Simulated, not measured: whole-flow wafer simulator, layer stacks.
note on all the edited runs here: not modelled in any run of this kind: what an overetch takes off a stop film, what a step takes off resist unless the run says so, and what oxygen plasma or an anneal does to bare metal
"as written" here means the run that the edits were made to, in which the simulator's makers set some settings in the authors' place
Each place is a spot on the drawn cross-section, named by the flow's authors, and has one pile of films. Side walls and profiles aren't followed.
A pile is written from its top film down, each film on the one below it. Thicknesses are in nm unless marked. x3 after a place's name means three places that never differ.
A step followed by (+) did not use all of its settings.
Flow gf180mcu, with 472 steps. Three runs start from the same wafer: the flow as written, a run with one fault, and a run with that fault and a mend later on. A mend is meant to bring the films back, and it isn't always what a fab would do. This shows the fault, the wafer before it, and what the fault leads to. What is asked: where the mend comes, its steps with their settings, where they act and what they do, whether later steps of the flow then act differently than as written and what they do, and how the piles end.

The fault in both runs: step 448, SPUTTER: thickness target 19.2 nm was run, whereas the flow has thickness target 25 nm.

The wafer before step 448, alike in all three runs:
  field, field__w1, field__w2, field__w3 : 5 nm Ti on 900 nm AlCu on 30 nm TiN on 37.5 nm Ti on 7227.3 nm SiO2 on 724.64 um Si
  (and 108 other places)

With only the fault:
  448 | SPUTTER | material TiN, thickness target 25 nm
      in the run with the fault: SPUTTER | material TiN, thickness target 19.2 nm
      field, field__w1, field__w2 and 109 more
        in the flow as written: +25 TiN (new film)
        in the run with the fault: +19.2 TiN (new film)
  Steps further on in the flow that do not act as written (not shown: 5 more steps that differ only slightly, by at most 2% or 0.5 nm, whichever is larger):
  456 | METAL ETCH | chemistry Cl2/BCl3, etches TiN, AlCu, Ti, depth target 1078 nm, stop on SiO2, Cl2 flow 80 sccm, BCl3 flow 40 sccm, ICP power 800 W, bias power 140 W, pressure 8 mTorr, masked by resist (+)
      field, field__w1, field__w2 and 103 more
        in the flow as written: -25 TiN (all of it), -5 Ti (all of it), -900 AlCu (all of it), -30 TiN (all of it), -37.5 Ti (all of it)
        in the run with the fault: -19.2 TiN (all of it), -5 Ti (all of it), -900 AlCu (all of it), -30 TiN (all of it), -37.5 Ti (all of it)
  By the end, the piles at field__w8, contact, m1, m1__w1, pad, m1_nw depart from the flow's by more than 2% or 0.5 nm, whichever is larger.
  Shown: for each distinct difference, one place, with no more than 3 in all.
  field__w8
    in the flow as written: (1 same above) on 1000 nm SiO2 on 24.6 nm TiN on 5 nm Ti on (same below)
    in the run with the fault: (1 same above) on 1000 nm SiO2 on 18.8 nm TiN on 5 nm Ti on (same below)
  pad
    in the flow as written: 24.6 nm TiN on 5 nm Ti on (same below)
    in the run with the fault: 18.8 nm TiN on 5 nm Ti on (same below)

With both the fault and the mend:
  The mend stands after step 448.
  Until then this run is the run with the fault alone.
  448a | SPUTTER | material TiN, thickness target 5.8 nm (a further turn of the flow's step 448, with different settings)
      field, field__w1, field__w2 and 109 more
        +5.8 TiN
  Later steps of the flow that are run all act as written at every place that is followed.
  At every place that both follow, the piles at the end match the flow's.
